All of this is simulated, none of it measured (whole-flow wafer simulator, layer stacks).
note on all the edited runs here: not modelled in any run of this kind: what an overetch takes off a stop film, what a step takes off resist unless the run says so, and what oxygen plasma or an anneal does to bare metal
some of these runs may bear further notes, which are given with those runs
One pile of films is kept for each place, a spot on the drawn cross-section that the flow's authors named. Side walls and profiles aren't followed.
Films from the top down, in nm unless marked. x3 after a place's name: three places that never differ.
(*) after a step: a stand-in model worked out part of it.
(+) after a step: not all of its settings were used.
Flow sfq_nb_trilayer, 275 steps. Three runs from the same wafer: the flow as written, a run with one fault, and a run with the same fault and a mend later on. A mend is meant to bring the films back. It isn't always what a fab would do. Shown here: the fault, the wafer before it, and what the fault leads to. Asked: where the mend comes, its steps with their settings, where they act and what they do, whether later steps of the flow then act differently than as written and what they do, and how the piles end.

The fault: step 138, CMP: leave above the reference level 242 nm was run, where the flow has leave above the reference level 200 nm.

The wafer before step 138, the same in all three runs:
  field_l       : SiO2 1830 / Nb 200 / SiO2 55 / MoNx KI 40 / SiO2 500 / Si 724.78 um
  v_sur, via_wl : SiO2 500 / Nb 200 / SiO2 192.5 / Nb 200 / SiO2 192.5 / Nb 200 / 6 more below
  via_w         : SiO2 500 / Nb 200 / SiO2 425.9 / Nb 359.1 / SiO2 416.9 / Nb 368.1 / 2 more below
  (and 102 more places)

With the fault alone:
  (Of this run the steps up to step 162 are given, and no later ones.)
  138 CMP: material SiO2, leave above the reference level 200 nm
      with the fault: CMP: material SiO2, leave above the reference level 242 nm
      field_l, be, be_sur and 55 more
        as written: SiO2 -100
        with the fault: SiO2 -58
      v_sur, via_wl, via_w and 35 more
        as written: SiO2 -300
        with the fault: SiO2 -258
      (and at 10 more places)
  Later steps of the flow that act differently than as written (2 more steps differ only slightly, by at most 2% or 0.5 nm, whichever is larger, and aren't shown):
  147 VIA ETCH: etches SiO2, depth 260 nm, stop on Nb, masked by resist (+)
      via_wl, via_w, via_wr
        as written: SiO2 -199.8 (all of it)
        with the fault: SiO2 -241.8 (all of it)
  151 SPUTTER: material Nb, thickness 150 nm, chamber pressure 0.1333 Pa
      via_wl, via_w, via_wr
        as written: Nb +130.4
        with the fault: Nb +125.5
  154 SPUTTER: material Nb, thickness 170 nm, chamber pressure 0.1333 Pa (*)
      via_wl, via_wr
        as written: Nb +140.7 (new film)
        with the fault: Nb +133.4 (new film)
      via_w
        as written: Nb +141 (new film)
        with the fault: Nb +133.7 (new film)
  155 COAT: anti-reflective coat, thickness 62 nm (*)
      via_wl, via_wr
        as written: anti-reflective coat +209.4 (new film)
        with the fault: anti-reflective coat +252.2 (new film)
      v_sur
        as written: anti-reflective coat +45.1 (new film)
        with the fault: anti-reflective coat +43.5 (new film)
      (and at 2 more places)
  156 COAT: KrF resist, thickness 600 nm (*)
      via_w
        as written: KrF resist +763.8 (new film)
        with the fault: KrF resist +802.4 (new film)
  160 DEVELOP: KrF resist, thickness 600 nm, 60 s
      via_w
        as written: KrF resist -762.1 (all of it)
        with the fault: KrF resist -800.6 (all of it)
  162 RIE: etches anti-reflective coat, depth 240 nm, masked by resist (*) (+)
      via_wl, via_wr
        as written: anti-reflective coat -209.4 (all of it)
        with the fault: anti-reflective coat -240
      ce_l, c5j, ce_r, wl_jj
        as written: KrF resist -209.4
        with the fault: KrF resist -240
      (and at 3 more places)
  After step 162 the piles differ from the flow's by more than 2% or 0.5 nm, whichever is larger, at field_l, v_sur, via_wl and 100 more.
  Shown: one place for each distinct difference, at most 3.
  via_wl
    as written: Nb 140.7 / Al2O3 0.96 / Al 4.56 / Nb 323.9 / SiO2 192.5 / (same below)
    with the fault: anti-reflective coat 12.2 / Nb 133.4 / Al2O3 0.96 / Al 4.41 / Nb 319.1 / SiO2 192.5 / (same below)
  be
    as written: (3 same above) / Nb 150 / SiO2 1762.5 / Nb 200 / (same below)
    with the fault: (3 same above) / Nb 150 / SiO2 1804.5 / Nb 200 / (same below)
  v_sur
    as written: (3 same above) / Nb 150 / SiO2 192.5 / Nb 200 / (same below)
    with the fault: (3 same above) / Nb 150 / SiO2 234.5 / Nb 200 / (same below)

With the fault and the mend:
  The mend comes after step 139.
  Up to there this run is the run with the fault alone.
  139a CMP: material SiO2, leave above the reference level 200 nm (the flow's step 138 once more)
      field_l, v_sur, via_wl and 103 more
        SiO2 -42
  No later step of the flow acts differently than as written at any place that is followed.
  At the end the piles are the same as the flow's at every place that both follow.
